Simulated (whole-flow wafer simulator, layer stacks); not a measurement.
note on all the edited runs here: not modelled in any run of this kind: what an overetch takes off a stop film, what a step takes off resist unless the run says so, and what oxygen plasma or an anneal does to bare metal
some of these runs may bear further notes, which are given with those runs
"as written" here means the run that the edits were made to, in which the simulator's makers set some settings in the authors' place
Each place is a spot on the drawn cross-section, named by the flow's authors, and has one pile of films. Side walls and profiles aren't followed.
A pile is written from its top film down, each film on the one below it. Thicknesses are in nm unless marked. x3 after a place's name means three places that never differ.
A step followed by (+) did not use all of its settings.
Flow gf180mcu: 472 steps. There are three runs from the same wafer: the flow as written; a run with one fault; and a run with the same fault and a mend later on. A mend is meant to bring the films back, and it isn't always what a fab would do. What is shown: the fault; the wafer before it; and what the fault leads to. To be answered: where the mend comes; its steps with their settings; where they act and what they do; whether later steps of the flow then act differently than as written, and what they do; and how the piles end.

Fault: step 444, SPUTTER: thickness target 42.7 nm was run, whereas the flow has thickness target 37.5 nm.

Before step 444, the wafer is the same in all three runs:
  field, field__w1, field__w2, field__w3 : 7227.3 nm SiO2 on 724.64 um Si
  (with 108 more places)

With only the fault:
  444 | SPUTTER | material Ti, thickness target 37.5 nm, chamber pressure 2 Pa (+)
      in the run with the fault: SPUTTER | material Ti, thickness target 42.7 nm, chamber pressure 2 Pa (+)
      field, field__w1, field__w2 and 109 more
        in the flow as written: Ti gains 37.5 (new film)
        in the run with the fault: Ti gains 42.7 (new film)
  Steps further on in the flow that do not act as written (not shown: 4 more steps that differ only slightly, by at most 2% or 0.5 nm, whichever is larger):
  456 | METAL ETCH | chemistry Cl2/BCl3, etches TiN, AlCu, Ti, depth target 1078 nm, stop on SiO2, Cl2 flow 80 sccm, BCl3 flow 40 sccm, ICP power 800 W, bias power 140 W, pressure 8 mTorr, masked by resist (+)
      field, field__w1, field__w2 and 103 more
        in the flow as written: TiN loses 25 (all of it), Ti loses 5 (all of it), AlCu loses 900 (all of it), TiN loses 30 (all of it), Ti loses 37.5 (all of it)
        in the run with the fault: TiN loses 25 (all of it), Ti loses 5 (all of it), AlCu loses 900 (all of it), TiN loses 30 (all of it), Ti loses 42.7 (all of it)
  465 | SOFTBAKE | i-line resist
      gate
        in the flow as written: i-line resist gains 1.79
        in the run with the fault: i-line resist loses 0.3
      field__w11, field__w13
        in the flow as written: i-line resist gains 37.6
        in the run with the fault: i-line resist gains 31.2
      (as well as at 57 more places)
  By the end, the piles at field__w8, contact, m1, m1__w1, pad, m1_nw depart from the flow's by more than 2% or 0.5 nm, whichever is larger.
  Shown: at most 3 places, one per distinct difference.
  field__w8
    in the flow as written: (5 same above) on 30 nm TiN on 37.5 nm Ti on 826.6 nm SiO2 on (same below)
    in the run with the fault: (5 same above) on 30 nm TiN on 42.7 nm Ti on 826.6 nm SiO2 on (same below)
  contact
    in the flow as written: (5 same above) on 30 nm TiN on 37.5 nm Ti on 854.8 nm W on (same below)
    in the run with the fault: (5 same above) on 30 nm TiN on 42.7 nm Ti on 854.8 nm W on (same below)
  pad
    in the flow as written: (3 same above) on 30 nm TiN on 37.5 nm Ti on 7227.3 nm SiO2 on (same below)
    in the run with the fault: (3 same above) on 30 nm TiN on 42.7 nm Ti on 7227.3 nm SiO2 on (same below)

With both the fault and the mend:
  After step 444 comes the mend.
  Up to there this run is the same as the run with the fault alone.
  444a | METAL ETCH | chemistry Cl2/BCl3, etches TiN, AlCu, Ti, depth target 5.2 nm, Cl2 flow 80 sccm, BCl3 flow 40 sccm, ICP power 800 W, bias power 140 W, pressure 8 mTorr (a further turn of the flow's step 260, with different settings)
      field, field__w1, field__w2 and 109 more
        Ti loses 5.2
  Later steps of the flow that are run all act as written at every place that is followed.
  The piles end the same as the flow's at every place that both follow.
